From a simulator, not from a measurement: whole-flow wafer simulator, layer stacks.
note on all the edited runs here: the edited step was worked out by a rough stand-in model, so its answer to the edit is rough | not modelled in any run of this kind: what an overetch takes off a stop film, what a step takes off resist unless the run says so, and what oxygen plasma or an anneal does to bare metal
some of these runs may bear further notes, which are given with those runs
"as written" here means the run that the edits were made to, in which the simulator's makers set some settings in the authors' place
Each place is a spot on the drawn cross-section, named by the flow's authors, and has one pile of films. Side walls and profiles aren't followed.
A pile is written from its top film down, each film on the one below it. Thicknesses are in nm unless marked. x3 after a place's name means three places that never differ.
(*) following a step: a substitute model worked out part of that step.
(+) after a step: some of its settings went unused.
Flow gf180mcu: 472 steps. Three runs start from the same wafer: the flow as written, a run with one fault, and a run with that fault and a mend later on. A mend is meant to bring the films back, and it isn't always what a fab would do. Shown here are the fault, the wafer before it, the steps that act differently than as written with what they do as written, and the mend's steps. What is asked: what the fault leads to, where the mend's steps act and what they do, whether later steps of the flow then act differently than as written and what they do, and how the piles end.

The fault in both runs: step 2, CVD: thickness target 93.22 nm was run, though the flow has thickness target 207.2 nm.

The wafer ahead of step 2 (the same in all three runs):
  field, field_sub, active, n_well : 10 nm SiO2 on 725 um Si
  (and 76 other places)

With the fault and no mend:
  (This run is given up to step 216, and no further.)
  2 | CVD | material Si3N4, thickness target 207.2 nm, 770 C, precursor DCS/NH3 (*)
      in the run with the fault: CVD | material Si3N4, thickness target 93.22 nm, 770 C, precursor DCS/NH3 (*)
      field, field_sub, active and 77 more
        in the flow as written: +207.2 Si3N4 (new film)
        in the run with the fault: +93.2 Si3N4 (new film)
  Steps later in the flow that act otherwise than as written (6 more steps, not shown, differ only slightly: by at most 2% or 0.5 nm, whichever is larger):
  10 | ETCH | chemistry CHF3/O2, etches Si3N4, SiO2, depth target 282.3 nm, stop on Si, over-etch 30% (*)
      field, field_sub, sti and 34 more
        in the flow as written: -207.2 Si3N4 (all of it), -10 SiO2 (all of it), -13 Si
        in the run with the fault: -93.2 Si3N4 (all of it), -10 SiO2 (all of it), -35.8 Si
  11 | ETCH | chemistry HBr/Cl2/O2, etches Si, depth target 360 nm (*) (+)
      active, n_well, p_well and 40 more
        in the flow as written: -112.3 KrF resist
        in the run with the fault: -104.7 KrF resist
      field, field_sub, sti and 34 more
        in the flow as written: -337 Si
        in the run with the fault: -314.2 Si
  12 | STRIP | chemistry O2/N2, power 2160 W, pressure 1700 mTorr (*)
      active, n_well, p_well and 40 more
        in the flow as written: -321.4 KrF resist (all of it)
        in the run with the fault: -329 KrF resist (all of it)
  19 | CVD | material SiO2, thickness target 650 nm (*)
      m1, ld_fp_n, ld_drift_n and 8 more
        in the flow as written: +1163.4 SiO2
        in the run with the fault: +1049.4 SiO2
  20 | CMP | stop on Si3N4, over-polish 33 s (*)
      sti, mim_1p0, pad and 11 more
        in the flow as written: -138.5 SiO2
        in the run with the fault: -252.4 SiO2
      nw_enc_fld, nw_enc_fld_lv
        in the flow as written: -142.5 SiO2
        in the run with the fault: -256.4 SiO2
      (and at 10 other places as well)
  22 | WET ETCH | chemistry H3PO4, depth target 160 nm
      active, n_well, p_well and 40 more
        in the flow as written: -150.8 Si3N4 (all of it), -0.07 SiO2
        in the run with the fault: -36.8 Si3N4 (all of it), -0.96 SiO2
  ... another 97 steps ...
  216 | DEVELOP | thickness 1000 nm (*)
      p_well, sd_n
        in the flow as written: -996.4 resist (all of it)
        in the run with the fault: -886.4 resist (all of it)
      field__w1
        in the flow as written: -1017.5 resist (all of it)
        in the run with the fault: -1074.7 resist (all of it)
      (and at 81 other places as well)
  The piles after step 216 differ from the flow's at field, field__w1, field__w2 and 68 more by more than 2% or 0.5 nm, whichever is larger.
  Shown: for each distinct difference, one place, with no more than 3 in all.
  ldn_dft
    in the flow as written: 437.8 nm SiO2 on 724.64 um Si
    in the run with the fault: 50 nm SiO2 on 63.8 nm Si3N4 on 278.1 nm SiO2 on 724.63 um Si
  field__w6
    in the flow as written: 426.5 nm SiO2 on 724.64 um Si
    in the run with the fault: 58.6 nm SiO2 on 13 nm poly-Si on 259.5 nm SiO2 on 724.63 um Si
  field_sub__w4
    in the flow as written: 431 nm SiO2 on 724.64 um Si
    in the run with the fault: 58.9 nm SiO2 on 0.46 nm poly-Si on 263.8 nm SiO2 on 724.63 um Si

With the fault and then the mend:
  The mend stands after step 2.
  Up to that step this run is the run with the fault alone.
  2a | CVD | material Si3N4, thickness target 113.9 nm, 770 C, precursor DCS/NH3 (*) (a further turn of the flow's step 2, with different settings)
      field, field_sub, active and 77 more
        +113.9 Si3N4
  Later steps of the flow that are run all act as written at every place that is followed.
  At every place that both follow, the piles at the end match the flow's.
